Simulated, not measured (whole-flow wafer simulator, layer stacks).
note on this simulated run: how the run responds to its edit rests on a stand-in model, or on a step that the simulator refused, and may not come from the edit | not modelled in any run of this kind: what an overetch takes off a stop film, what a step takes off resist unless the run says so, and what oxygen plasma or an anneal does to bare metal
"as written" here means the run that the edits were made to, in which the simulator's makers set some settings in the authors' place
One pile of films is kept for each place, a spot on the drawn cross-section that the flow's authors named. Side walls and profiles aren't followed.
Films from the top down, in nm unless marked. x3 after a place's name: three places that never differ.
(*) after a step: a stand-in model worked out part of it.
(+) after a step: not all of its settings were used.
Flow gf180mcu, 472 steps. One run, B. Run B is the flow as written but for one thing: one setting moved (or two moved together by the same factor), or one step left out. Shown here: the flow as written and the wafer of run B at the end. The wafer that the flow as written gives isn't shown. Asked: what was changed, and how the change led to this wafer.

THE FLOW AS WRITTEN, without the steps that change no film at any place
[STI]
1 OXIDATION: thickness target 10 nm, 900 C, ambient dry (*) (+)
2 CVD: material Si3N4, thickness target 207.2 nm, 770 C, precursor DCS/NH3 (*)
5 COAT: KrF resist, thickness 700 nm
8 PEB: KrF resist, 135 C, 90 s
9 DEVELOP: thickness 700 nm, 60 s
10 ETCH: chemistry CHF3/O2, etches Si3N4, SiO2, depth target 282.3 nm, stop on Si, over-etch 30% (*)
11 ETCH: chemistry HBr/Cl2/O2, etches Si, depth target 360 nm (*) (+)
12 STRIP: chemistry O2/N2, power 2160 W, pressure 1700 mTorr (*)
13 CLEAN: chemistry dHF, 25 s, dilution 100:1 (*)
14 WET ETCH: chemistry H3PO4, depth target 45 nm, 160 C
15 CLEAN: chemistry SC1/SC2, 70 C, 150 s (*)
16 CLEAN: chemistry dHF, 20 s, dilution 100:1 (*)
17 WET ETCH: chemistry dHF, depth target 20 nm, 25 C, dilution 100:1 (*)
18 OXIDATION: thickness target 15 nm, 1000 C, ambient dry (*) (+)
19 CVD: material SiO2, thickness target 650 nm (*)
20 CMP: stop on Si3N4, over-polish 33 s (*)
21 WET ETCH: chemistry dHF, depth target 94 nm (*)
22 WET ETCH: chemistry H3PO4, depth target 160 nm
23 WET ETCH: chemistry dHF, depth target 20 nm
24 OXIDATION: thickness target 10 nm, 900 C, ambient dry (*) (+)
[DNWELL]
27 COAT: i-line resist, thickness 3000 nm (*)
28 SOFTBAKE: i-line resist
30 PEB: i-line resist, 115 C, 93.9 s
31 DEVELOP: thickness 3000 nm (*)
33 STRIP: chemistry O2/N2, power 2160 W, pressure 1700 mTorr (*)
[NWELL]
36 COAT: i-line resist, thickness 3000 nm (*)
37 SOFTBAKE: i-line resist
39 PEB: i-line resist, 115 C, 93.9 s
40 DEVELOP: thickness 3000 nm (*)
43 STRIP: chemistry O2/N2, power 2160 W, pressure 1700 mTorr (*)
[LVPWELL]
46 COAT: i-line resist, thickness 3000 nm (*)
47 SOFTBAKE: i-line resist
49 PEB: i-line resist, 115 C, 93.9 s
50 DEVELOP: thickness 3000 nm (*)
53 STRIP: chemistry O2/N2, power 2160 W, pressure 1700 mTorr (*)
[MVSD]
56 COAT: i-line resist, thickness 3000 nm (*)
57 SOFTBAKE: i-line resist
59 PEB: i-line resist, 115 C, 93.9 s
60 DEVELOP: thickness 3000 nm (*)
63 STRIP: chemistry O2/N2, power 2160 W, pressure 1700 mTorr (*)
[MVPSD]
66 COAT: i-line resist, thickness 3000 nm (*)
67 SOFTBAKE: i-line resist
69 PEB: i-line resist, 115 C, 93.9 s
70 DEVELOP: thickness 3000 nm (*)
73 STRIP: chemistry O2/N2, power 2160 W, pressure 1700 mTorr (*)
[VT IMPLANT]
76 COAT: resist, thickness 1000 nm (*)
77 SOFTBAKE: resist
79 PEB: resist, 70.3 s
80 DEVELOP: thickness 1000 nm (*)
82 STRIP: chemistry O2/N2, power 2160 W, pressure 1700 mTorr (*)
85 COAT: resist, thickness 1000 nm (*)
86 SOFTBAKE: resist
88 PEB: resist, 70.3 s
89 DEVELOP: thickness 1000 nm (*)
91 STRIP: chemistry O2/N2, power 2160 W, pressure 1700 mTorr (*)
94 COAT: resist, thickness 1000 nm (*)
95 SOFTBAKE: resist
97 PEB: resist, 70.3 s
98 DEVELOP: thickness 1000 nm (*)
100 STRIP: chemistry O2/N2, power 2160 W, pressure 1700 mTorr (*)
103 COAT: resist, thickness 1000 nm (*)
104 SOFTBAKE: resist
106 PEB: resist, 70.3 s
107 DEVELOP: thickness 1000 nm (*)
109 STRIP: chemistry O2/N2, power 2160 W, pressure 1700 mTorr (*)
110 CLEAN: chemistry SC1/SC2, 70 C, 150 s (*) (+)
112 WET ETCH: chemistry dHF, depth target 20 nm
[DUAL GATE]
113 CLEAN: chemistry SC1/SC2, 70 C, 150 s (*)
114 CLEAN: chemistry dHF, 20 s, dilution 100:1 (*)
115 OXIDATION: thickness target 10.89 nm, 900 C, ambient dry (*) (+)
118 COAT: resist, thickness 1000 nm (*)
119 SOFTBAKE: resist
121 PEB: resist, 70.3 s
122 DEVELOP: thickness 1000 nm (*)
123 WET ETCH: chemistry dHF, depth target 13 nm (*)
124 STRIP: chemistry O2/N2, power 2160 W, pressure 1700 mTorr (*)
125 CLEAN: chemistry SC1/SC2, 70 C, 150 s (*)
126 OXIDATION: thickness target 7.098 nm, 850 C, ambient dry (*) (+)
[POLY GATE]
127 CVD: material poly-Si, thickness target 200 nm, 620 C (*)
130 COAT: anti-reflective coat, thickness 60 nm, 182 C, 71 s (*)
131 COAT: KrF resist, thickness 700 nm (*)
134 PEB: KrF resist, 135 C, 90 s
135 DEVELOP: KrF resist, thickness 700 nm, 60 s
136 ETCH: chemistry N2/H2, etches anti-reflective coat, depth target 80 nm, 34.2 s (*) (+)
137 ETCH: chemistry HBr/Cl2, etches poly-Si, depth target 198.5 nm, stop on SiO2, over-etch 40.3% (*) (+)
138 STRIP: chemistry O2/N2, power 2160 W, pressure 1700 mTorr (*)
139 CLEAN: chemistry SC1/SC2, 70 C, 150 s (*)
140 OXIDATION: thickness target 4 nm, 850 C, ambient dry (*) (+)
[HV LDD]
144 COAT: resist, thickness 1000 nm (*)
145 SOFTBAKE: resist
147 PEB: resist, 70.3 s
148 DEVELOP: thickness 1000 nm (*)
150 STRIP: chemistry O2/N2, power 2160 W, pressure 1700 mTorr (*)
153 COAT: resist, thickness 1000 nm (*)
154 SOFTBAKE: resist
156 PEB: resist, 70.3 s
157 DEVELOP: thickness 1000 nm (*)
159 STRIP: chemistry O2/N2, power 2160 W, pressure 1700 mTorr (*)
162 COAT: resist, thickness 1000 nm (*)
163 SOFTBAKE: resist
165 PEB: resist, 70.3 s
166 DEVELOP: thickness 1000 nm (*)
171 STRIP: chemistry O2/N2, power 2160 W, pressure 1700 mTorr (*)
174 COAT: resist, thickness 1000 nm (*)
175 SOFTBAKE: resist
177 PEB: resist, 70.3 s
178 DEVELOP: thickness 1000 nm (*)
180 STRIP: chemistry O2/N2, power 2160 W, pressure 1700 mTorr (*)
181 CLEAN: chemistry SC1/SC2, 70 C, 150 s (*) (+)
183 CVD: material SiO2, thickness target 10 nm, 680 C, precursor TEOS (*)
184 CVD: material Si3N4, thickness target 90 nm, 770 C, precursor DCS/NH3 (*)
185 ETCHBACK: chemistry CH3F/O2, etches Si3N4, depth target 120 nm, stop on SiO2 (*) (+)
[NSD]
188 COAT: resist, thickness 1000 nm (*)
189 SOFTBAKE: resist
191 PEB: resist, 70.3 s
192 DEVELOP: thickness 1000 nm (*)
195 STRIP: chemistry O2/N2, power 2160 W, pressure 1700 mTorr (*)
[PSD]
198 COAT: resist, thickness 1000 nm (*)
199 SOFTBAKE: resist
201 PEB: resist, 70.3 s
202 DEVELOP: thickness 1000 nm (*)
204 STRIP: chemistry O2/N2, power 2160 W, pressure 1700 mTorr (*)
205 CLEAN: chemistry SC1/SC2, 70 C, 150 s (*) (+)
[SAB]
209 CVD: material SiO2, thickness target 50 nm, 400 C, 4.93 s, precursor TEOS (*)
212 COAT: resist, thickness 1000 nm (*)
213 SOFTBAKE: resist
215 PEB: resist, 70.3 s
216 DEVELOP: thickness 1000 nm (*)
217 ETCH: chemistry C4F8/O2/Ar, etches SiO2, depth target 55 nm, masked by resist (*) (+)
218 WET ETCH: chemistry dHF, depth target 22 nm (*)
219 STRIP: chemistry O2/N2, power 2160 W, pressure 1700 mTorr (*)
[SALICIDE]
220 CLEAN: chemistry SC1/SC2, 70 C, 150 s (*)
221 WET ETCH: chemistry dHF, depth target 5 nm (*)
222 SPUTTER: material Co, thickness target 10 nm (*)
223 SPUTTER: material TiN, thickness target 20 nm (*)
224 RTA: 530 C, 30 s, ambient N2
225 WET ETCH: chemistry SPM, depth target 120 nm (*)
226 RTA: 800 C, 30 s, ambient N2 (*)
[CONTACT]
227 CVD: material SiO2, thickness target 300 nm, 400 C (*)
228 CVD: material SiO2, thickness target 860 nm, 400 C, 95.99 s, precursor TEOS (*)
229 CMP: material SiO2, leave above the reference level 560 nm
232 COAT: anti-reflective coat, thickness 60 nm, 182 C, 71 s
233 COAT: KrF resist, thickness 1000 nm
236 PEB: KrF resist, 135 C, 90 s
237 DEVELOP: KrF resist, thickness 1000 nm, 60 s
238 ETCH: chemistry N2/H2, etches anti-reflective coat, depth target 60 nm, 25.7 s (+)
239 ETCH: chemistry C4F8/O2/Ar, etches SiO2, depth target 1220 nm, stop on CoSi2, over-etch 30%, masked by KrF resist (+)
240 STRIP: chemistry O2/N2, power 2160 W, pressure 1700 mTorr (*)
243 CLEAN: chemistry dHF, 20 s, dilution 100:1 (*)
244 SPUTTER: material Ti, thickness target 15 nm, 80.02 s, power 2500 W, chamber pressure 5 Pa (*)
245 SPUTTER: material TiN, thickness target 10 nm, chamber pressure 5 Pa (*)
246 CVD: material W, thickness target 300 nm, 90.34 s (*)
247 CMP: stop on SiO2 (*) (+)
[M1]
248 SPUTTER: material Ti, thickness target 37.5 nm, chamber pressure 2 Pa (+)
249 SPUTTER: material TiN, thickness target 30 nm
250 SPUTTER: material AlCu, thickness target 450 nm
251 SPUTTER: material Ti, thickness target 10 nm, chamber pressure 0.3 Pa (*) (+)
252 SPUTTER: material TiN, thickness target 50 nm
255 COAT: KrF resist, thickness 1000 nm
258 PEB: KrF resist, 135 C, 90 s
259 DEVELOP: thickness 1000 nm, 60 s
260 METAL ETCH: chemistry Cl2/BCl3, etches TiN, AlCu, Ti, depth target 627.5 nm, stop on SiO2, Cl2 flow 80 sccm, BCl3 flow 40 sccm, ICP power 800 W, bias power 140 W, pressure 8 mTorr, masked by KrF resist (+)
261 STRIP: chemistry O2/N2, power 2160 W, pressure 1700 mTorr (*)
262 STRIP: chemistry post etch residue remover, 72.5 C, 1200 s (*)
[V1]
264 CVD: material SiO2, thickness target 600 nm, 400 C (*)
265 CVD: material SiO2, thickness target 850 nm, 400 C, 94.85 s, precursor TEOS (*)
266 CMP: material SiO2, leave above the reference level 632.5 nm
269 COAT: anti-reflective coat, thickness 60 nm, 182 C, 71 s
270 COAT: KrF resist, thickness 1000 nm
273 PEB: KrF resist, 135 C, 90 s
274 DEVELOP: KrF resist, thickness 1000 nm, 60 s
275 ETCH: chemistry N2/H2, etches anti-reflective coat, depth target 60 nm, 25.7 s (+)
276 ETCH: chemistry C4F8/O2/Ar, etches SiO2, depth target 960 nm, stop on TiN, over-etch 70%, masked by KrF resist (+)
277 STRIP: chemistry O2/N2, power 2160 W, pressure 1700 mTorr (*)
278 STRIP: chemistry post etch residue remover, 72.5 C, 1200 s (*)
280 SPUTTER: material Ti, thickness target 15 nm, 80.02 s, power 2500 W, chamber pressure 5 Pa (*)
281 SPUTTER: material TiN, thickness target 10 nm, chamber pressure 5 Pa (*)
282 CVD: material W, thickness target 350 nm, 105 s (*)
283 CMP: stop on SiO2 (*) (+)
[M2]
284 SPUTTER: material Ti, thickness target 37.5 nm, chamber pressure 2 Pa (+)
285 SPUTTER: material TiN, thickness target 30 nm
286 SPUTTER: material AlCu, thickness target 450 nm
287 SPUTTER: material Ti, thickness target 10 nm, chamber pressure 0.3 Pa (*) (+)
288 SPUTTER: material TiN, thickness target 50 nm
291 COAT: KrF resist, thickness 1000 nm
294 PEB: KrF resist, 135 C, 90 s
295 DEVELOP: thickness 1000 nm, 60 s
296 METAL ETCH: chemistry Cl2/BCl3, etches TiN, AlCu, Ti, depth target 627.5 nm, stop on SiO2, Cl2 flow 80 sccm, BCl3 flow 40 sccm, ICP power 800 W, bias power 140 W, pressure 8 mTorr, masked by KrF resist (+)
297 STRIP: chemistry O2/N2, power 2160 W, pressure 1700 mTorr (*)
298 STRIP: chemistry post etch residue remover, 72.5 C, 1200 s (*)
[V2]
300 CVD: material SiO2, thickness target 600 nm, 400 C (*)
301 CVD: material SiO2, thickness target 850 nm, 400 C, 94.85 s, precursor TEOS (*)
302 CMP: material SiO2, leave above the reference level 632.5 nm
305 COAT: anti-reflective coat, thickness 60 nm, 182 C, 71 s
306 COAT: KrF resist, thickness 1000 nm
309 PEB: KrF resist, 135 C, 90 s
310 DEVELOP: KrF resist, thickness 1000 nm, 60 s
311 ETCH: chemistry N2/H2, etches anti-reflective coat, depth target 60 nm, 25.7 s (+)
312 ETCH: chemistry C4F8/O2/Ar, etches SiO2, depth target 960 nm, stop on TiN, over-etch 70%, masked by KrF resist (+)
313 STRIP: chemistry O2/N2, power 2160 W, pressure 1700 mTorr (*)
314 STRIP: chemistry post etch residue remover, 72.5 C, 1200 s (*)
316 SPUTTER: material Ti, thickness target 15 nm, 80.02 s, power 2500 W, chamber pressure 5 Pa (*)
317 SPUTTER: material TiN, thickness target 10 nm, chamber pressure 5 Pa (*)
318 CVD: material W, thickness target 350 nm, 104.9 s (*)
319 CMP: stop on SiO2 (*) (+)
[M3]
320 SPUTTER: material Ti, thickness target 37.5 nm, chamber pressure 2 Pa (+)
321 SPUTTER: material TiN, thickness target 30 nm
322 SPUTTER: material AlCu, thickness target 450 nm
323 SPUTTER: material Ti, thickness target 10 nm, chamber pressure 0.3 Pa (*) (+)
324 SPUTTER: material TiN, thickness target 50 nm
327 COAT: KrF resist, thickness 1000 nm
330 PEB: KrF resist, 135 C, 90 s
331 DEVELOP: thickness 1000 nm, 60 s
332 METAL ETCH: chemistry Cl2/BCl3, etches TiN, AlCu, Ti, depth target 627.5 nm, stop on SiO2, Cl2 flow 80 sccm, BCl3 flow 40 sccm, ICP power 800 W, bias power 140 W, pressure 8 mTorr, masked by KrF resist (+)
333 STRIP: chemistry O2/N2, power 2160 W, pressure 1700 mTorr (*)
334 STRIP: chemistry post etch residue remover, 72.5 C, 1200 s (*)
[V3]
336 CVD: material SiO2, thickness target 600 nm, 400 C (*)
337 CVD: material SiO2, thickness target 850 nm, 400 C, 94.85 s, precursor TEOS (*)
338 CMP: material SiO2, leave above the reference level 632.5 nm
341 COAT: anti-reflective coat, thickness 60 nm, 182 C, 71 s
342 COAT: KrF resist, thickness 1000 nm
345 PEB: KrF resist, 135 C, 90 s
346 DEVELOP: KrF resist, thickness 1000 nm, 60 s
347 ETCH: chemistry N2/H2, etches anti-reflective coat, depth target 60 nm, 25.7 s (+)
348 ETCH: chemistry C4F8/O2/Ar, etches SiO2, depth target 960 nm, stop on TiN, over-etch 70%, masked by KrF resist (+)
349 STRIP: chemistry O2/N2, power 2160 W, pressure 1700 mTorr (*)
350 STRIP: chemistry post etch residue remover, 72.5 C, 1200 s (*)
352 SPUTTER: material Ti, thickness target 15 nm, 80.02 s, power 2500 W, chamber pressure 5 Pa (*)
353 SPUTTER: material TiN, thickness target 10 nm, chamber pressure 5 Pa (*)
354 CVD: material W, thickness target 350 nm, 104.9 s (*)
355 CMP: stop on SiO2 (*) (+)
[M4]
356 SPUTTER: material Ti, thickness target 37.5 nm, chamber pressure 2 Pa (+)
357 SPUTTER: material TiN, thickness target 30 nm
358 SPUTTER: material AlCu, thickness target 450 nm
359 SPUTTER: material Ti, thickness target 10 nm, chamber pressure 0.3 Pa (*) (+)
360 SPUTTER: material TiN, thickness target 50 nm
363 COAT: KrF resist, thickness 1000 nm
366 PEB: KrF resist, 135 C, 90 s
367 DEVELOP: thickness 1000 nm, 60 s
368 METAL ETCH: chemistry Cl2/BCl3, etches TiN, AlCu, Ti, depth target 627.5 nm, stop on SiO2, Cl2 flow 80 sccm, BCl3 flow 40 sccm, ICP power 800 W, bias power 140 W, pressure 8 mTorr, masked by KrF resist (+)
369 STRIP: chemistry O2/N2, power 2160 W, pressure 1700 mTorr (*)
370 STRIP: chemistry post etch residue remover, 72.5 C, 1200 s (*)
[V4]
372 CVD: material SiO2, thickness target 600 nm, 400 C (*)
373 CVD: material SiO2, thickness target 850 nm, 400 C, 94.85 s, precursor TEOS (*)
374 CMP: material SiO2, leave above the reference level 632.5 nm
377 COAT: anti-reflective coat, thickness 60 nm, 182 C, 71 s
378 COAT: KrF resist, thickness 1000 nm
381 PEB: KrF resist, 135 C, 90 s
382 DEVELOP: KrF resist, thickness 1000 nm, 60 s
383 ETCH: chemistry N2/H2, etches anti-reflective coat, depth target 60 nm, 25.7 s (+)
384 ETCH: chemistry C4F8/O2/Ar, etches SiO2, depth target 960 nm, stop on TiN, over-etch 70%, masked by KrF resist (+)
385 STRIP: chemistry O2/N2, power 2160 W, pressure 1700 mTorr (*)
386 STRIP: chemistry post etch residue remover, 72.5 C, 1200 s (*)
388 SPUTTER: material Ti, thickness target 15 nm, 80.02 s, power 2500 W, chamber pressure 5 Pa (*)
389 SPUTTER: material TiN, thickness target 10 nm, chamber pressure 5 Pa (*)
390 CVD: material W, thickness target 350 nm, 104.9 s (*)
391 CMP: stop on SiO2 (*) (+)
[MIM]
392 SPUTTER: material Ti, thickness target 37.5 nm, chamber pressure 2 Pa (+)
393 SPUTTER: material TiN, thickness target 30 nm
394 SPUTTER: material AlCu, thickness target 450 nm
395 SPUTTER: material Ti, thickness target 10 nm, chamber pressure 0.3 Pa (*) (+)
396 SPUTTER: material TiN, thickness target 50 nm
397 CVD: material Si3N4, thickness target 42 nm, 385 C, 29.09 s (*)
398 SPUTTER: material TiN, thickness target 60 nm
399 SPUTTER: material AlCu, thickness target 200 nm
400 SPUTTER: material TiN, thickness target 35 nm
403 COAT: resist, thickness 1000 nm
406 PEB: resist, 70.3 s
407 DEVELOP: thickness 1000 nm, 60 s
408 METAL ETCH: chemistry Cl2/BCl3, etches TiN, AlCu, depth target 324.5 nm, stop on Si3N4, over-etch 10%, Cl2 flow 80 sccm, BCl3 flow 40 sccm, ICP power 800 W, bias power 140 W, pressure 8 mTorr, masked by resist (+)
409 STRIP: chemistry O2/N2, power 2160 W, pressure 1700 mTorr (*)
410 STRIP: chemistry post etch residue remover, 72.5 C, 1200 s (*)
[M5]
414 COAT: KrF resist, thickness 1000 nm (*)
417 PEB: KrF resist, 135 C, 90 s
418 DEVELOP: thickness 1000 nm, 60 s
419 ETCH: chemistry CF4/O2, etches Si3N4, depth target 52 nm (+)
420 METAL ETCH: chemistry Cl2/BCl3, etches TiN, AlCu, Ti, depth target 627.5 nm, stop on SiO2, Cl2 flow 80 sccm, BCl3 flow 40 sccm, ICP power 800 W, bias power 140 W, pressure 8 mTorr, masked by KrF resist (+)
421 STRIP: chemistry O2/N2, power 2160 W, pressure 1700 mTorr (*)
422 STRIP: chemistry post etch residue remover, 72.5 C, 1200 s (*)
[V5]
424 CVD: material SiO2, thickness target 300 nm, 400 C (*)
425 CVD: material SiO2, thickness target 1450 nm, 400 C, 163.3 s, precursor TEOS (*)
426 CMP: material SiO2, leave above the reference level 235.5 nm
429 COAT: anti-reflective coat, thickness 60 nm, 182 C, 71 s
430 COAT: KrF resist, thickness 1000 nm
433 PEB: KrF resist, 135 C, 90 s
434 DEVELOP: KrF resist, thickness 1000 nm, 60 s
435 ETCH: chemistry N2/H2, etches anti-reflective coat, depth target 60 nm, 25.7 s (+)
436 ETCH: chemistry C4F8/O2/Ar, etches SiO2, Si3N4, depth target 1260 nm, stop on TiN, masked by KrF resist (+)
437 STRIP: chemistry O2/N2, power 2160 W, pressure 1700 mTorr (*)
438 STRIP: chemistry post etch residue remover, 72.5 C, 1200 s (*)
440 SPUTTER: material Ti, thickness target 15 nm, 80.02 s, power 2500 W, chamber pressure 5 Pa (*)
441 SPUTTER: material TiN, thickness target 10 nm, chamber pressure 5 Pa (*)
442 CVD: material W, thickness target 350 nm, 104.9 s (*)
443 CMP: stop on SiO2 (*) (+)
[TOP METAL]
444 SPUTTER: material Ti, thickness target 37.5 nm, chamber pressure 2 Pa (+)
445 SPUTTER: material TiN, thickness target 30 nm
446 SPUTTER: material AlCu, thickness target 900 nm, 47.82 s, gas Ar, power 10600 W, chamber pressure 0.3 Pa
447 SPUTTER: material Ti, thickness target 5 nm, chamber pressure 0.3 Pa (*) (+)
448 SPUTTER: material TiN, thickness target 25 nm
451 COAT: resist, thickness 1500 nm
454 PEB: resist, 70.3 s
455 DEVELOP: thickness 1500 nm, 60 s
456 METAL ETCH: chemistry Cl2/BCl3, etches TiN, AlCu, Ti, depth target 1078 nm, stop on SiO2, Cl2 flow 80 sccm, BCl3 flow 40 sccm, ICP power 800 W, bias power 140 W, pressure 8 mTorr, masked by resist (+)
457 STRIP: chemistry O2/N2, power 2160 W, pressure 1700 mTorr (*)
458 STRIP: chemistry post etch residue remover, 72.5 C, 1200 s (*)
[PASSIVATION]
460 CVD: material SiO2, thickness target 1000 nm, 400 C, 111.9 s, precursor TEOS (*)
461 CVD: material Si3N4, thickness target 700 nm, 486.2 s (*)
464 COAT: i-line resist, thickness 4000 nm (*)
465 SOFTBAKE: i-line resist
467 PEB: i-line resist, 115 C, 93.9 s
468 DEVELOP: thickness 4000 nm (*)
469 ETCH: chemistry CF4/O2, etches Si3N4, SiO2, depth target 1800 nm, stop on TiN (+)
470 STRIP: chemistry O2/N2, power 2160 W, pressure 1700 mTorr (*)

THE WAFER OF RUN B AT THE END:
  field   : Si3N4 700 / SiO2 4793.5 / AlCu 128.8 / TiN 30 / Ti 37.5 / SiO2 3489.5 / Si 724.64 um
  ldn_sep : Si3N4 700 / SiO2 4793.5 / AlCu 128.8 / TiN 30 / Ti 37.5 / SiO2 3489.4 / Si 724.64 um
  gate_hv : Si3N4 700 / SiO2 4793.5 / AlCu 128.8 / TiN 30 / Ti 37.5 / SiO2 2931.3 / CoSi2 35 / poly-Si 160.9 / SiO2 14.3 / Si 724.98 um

The cause: step 322, SPUTTER: thickness target 702 nm was run, where the flow has thickness target 450 nm.

How the change led to this, step by step:
  322 SPUTTER: material AlCu, thickness target 450 nm
      field, field__w1, field__w2 and 108 more: AlCu +702 (new film) (as written it would be: AlCu +450 (new film))
  332 METAL ETCH: chemistry Cl2/BCl3, etches TiN, AlCu, Ti, depth target 627.5 nm, stop on SiO2, Cl2 flow 80 sccm, BCl3 flow 40 sccm, ICP power 800 W, bias power 140 W, pressure 8 mTorr, masked by KrF resist (+)
      field, field__w1, field__w2 and 103 more: TiN -50 (all of it), Ti -10 (all of it), AlCu -567.5 (as written it would be: TiN -50 (all of it), Ti -10 (all of it), AlCu -450 (all of it), TiN -30 (all of it), Ti -37.5 (all of it))
  334 STRIP: chemistry post etch residue remover, 72.5 C, 1200 s (*)
      field, field__w1, field__w2 and 103 more: AlCu -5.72 (as written it would be: nothing)
  336 CVD: material SiO2, thickness target 600 nm, 400 C (*)
      field, field__w1, field__w2 and 103 more: SiO2 +600 (new film) (as written it would be: SiO2 +600)
  338 CMP: material SiO2, leave above the reference level 632.5 nm
      field, field__w1, field__w2 and 103 more: SiO2 -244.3 (as written it would be: SiO2 -300)
Counting metal films that touch as one body, field has 1 body; the flow as written gives 0 bodies.
Counting metal films that touch as one body, ldn_sep has 1 body; the flow as written gives 0 bodies.
Counting metal films that touch as one body, gate_hv has 2 bodies (between them, from the top down: SiO2 2931.3); the flow as written gives 1 body.
